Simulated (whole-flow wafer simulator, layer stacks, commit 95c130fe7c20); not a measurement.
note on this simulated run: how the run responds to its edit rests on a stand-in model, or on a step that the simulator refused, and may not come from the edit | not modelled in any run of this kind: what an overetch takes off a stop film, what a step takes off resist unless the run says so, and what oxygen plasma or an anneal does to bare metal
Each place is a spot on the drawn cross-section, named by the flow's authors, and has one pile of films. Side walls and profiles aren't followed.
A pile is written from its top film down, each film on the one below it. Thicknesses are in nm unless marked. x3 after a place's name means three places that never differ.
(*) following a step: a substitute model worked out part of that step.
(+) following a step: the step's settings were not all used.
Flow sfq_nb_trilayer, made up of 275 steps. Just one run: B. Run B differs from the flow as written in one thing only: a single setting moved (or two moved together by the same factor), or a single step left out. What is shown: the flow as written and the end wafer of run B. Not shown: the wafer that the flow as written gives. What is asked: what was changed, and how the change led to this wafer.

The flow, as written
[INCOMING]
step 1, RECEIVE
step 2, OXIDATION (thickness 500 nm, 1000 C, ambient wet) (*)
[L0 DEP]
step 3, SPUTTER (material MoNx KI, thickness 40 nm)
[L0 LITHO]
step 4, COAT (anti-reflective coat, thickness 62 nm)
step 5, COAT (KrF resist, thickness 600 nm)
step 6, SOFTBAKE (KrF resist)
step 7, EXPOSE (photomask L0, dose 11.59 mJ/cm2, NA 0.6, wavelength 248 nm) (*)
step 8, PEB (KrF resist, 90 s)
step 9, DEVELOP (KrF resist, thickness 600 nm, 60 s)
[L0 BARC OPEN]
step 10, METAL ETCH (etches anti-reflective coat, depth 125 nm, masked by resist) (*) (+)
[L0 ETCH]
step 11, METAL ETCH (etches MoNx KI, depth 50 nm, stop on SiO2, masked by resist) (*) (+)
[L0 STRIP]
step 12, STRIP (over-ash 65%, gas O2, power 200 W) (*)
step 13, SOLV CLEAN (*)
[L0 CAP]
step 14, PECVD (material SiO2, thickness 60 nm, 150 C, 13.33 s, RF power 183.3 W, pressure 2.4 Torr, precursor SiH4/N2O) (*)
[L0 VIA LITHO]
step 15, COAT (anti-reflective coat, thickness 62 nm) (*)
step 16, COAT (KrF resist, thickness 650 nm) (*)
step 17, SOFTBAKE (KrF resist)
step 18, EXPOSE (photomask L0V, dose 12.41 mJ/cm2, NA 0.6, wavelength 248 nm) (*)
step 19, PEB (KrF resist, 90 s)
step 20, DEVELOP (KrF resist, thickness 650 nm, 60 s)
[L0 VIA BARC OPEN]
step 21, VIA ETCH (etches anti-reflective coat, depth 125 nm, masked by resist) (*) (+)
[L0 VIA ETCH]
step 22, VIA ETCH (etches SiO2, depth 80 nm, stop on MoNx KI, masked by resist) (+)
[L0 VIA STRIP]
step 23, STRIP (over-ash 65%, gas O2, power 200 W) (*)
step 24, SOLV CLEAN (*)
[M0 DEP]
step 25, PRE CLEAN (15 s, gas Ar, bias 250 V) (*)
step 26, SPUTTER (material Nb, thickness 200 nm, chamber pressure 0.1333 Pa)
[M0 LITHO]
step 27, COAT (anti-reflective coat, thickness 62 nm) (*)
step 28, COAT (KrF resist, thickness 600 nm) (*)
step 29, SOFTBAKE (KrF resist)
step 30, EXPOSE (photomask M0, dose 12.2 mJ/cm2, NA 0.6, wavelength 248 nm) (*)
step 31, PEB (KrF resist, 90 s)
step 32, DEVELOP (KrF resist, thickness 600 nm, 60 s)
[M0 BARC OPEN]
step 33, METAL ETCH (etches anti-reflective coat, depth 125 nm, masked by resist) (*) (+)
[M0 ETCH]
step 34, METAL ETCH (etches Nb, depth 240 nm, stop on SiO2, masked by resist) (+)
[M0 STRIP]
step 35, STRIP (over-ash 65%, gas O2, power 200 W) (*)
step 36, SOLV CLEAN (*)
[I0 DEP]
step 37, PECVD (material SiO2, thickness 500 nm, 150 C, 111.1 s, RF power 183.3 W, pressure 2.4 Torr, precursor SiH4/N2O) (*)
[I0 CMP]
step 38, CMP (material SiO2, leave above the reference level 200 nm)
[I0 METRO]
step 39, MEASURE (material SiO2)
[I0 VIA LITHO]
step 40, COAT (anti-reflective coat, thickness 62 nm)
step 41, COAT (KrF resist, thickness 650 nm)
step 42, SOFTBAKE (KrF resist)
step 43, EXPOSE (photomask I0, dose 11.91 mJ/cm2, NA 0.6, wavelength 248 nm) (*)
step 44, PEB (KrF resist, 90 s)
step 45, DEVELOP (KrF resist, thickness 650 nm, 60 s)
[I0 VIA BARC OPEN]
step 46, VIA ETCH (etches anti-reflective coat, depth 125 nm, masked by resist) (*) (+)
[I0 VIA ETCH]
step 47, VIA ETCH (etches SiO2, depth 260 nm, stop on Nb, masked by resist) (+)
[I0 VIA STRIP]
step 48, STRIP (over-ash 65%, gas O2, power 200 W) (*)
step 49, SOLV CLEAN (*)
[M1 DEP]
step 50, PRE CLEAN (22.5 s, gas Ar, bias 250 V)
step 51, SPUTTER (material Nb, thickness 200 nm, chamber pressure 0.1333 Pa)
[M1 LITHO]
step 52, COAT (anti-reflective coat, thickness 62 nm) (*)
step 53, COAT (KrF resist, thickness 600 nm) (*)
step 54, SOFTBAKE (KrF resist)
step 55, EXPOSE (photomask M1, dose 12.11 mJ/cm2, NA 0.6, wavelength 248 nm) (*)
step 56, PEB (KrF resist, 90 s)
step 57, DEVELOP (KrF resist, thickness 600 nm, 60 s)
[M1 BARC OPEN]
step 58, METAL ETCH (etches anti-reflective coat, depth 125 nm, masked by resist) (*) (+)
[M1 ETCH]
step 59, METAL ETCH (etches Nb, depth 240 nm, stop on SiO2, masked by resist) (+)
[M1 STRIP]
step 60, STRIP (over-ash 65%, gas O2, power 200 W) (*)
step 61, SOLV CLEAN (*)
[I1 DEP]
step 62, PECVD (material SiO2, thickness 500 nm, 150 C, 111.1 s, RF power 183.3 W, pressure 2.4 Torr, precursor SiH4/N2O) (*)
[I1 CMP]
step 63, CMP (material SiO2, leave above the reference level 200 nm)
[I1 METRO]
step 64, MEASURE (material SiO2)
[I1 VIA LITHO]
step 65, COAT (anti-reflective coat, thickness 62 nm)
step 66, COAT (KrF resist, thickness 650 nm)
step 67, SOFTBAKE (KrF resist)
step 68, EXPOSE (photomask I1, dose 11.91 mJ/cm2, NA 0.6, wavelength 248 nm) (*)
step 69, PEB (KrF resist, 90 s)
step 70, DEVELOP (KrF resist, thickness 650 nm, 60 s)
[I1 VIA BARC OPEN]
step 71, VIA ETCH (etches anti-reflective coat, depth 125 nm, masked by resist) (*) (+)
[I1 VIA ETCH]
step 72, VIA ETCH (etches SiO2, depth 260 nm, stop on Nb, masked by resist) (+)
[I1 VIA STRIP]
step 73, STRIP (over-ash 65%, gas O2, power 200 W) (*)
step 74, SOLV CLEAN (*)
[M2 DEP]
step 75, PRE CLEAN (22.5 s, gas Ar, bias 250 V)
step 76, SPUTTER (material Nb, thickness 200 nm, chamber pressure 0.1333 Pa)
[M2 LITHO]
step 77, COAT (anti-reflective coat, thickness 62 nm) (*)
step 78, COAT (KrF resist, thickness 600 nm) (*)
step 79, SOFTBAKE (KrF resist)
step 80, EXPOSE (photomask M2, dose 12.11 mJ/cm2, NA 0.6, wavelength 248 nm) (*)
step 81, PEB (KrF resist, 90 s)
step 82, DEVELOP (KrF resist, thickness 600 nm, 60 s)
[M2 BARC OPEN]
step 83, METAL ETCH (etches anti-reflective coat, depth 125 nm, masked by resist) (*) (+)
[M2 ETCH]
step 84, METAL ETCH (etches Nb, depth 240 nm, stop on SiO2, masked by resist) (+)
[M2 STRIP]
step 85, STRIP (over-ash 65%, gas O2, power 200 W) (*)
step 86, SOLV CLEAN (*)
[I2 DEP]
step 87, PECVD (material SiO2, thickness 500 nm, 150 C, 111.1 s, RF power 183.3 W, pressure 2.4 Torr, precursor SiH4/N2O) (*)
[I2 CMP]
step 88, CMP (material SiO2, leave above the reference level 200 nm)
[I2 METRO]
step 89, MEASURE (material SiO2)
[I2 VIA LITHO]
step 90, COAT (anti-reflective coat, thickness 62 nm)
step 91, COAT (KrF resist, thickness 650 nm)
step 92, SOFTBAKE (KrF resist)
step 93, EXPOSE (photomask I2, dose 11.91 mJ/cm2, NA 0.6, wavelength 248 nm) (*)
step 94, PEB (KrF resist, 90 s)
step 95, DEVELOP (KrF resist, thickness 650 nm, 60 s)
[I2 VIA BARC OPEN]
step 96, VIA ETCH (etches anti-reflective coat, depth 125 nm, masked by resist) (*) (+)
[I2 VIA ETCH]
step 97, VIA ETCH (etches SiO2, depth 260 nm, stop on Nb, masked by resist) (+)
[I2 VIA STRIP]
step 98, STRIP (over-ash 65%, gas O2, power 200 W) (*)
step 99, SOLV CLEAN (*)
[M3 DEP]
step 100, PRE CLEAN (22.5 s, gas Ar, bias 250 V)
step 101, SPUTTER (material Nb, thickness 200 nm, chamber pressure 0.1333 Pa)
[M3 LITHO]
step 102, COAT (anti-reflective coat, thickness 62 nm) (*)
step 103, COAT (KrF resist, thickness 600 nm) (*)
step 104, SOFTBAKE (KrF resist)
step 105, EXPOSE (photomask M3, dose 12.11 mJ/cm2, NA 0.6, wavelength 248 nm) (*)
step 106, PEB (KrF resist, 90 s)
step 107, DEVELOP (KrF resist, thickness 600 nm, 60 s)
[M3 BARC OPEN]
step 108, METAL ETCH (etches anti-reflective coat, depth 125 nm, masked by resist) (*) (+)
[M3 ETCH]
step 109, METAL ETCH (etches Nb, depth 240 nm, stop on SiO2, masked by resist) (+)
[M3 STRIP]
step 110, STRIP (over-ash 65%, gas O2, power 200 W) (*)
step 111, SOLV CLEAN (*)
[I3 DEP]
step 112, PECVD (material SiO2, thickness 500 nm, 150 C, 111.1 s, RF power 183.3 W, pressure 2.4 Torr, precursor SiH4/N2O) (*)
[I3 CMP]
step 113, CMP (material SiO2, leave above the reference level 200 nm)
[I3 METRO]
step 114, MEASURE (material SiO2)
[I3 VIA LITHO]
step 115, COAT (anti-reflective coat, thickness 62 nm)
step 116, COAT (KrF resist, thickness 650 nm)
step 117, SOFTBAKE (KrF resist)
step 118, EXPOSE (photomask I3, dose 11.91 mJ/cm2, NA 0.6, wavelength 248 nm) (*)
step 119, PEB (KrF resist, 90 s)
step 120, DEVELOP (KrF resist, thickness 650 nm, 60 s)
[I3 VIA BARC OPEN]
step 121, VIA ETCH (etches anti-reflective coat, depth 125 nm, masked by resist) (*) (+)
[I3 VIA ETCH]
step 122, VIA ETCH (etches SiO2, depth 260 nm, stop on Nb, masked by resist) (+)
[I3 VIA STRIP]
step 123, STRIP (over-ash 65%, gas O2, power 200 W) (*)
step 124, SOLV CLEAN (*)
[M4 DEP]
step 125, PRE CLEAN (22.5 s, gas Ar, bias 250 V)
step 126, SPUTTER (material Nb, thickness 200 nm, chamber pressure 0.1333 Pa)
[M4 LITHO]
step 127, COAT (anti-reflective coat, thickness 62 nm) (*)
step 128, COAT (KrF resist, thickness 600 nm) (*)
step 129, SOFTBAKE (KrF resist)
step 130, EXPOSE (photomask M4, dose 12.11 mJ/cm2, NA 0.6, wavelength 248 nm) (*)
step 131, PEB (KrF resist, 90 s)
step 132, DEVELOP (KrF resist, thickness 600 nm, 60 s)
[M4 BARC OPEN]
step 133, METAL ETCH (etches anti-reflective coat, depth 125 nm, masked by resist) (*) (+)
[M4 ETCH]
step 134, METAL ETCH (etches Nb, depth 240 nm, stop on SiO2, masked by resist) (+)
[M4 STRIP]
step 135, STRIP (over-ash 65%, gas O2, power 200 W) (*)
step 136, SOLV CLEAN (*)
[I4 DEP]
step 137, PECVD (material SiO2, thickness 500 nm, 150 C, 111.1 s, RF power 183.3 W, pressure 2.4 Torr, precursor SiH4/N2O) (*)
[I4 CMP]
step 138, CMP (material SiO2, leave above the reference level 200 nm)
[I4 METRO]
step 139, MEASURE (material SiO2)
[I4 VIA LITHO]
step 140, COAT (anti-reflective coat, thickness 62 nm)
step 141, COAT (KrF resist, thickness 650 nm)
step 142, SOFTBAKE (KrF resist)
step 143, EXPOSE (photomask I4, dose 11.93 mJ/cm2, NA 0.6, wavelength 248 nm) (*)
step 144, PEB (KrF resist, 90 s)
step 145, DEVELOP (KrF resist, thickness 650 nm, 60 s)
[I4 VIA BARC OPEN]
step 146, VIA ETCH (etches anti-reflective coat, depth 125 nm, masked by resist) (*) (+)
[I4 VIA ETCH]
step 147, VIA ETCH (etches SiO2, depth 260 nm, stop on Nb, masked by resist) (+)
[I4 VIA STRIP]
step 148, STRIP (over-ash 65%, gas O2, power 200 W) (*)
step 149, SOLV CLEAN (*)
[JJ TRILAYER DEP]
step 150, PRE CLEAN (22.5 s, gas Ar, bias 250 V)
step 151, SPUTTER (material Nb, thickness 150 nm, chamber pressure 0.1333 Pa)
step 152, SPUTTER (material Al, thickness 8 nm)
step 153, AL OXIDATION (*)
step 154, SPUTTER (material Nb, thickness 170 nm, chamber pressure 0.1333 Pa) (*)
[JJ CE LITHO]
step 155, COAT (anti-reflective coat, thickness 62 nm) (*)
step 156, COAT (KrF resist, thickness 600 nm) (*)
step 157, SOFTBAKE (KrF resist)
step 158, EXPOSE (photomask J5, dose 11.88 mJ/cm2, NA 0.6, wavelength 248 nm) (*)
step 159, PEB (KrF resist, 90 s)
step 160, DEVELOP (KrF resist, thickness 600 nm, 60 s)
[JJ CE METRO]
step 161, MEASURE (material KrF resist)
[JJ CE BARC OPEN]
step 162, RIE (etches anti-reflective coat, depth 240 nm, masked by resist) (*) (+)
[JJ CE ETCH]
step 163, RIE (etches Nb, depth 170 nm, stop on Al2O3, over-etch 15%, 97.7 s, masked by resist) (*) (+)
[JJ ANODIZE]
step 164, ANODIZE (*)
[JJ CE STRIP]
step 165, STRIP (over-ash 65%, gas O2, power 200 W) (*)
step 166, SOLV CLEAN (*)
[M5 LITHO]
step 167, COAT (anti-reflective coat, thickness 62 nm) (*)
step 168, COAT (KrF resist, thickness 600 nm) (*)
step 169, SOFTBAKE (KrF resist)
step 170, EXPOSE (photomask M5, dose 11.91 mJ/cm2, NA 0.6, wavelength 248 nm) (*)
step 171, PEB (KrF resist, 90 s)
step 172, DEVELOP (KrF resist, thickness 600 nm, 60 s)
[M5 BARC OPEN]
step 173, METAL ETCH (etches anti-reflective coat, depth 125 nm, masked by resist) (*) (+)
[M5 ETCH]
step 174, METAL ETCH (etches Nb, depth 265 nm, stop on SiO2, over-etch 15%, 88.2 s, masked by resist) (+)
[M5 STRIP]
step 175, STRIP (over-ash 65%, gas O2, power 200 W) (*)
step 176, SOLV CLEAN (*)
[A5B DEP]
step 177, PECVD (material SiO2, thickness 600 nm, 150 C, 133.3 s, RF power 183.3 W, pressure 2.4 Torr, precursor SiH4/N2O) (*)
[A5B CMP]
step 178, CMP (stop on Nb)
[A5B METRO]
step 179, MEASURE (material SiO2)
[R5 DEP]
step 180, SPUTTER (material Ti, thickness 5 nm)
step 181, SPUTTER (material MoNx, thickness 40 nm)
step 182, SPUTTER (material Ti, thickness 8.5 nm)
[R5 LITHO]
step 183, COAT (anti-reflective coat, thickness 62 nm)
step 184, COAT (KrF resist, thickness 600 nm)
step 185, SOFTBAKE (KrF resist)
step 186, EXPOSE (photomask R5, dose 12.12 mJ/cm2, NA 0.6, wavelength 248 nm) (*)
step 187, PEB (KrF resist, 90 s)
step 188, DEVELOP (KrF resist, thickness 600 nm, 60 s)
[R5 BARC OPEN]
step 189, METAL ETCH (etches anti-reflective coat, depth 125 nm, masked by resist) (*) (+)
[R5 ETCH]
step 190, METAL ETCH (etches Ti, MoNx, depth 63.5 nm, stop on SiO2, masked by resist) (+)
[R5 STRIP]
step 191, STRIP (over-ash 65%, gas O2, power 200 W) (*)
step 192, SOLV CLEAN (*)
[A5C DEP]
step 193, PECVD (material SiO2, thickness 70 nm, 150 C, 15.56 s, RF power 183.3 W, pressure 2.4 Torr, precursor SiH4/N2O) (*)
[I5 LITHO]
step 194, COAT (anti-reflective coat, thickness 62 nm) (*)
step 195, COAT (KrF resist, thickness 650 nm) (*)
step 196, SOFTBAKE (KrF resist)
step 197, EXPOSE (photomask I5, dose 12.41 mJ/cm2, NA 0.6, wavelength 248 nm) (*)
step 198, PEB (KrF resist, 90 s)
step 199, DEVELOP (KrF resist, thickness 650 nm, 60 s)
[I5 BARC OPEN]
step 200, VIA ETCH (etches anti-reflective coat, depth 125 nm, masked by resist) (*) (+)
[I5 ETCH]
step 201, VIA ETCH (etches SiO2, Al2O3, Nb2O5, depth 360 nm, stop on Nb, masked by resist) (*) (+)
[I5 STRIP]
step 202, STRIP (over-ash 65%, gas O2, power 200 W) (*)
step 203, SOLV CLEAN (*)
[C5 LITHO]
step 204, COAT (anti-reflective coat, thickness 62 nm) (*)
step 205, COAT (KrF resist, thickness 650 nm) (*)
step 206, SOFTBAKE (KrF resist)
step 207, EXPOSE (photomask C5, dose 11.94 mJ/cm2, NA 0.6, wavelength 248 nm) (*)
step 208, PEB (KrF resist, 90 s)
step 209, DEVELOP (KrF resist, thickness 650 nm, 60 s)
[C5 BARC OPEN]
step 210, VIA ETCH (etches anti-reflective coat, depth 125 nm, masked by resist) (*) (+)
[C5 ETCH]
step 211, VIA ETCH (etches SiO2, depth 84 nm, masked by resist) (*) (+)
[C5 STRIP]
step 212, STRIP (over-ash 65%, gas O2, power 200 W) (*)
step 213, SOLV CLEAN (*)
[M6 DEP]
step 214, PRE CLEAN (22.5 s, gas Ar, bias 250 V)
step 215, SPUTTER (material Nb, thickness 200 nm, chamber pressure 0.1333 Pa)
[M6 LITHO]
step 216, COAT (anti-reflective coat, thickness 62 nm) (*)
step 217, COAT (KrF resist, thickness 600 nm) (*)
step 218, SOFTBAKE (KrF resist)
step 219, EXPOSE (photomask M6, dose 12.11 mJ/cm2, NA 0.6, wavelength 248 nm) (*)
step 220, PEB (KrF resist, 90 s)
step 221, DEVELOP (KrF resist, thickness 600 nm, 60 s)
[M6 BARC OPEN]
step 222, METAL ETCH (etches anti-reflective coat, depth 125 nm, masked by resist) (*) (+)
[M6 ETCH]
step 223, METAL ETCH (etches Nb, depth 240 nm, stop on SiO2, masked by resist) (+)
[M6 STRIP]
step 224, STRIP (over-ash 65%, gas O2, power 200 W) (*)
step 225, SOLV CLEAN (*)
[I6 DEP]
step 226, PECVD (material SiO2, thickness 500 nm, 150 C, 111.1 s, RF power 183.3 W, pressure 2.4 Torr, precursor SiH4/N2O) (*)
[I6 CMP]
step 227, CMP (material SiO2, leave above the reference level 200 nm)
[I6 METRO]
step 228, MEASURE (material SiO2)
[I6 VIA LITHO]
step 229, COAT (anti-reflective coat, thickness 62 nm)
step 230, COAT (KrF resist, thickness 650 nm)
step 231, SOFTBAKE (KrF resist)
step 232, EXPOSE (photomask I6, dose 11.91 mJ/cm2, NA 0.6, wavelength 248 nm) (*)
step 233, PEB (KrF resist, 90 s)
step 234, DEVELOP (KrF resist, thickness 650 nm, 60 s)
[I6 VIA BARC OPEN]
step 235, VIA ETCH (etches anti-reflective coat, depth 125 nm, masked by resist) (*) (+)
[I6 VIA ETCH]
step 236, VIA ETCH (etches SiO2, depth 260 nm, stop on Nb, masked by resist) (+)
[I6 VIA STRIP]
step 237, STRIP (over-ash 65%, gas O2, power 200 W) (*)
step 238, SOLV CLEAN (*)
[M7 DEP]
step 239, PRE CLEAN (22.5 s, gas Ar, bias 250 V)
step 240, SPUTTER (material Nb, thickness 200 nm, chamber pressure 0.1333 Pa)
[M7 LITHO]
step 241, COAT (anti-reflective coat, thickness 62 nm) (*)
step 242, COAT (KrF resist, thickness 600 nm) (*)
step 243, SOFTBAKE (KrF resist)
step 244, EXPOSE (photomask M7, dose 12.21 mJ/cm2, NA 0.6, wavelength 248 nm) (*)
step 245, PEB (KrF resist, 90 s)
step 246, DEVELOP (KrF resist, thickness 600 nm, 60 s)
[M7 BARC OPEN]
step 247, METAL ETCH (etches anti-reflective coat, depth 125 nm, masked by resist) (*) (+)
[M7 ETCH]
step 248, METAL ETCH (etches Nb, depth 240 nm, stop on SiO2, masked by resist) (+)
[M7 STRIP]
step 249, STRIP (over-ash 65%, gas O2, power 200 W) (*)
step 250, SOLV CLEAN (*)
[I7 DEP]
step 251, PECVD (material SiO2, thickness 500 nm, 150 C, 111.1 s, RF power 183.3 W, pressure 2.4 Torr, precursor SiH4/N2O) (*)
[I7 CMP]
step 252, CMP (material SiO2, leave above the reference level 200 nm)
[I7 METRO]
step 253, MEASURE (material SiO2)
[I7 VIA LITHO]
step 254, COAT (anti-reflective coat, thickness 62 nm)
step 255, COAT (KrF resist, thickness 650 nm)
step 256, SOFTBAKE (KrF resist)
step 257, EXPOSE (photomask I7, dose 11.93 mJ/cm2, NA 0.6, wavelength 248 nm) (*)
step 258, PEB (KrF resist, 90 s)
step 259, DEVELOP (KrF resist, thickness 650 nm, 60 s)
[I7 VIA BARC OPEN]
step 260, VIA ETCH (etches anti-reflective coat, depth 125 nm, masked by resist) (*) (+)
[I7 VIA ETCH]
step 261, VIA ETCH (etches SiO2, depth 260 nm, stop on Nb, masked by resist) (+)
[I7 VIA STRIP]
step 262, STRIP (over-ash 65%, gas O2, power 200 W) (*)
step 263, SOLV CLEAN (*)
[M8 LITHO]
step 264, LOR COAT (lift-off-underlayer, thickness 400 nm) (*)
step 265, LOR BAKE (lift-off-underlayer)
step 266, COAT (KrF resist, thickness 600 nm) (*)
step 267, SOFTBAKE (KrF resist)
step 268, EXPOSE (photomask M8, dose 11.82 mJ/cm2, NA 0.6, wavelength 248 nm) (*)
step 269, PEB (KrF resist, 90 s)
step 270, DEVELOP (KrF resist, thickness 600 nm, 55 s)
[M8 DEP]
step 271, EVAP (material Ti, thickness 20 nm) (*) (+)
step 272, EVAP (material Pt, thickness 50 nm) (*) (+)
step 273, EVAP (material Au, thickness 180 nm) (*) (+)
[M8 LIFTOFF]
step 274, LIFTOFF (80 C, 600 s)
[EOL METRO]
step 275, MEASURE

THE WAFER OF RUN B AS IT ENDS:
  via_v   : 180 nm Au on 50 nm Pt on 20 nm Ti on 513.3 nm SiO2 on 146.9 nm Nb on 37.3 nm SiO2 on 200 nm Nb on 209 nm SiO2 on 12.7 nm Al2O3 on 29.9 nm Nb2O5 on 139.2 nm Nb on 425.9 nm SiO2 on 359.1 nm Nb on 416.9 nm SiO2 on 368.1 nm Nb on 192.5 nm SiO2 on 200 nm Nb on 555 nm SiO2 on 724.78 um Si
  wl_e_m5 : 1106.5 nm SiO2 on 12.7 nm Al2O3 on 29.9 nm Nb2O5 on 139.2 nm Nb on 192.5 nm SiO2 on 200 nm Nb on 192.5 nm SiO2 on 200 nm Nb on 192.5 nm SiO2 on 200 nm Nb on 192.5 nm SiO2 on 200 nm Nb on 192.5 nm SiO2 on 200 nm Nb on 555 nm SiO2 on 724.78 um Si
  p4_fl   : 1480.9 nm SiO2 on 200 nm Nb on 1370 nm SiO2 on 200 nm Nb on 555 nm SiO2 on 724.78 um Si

The reason: step 227, CMP: leave above the reference level 305 nm was run, while the flow as written has leave above the reference level 200 nm.

Step by step, how the change led to this:
  step 227, CMP (material SiO2, leave above the reference level 200 nm)
      field_l, p4_fl, p4_fm and 59 more: nothing (as written it would have been: -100 SiO2)
      moat, field_r, lsp_l, ln_m5, lsp_m: nothing (as written it would have been: -93.6 SiO2)
      (as well as at 39 more places)
  step 229, COAT (anti-reflective coat, thickness 62 nm)
      wl_c_m6, wl_f_m6: +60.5 anti-reflective coat (new film) (as written it would have been: +62 anti-reflective coat (new film))
      m5r_linepad_l, m5r_linepad_r: +64 anti-reflective coat (new film) (as written it would have been: +62 anti-reflective coat (new film))
      (as well as at 9 more places)
  step 236, VIA ETCH (etches SiO2, depth 260 nm, stop on Nb, masked by resist) (+)
      via_v: -260 SiO2 (as written it would have been: -199.8 SiO2 (all of it))
  step 237, STRIP (over-ash 65%, gas O2, power 200 W) (*)
      wl_c_m6, wl_f_m6: -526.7 KrF resist (all of it), -60.5 anti-reflective coat (all of it) (as written it would have been: -528.6 KrF resist (all of it), -62 anti-reflective coat (all of it))
      m5r_linepad_l, m5r_linepad_r: -528 KrF resist (all of it), -64 anti-reflective coat (all of it) (as written it would have been: -528.6 KrF resist (all of it), -62 anti-reflective coat (all of it))
      (as well as at 9 more places)
  step 239, PRE CLEAN (22.5 s, gas Ar, bias 250 V)
      via_v: -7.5 SiO2 (as written it would have been: -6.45 Nb)
  step 240, SPUTTER (material Nb, thickness 200 nm, chamber pressure 0.1333 Pa)
      via_v: +146.9 Nb (new film) (as written it would have been: +161.1 Nb)
  step 241, COAT (anti-reflective coat, thickness 62 nm) (*)
      wl_c_m6, wl_f_m6: +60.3 anti-reflective coat (new film) (as written it would have been: +62 anti-reflective coat (new film))
      m5r_linepad_l, m5r_linepad_r: +63.8 anti-reflective coat (new film) (as written it would have been: +62 anti-reflective coat (new film))
      (as well as at 14 more places)
  step 242, COAT (KrF resist, thickness 600 nm) (*)
      via_v: +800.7 KrF resist (new film) (as written it would have been: +742.5 KrF resist (new film))
  step 247, METAL ETCH (etches anti-reflective coat, depth 125 nm, masked by resist) (*) (+)
      m5r_linepad_l, m5r_linepad_r: -63.8 anti-reflective coat (all of it) (as written it would have been: -62 anti-reflective coat (all of it))
      m8r_pad_l, m8r_pad_r: -63.3 anti-reflective coat (all of it) (as written it would have been: -62 anti-reflective coat (all of it))
      (as well as at 4 more places)
  step 249, STRIP (over-ash 65%, gas O2, power 200 W) (*)
      v_sur: -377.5 KrF resist (all of it), -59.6 anti-reflective coat (all of it) (as written it would have been: -379.9 KrF resist (all of it), -61.4 anti-reflective coat (all of it))
      via_sp: -368.2 KrF resist (all of it), -49.6 anti-reflective coat (all of it) (as written it would have been: -373.6 KrF resist (all of it), -53.1 anti-reflective coat (all of it))
      (as well as at 8 more places)
  step 251, PECVD (material SiO2, thickness 500 nm, 150 C, 111.1 s, RF power 183.3 W, pressure 2.4 Torr, precursor SiH4/N2O) (*)
      via_v: +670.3 SiO2 (new film) (as written it would have been: +621 SiO2 (new film))
  step 252, CMP (material SiO2, leave above the reference level 200 nm)
      field_l, p4_fl, p4_fm and 46 more: -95 SiO2 (as written it would have been: -100 SiO2)
      moat, ln_m5, lsp_m: -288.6 SiO2 (as written it would have been: -300 SiO2)
      (as well as at 8 more places)
If metal films that touch count as one body, via_v has 7 bodies (between them, from the top down: SiO2 513.3; SiO2 37.3; SiO2 209 / Al2O3 12.7 / Nb2O5 29.9; SiO2 425.9; SiO2 416.9; SiO2 192.5); the flow as written gives 6 bodies (between them, from the top down: SiO2 437.8; SiO2 209 / Al2O3 12.7 / Nb2O5 29.9; SiO2 425.9; SiO2 416.9; SiO2 192.5).
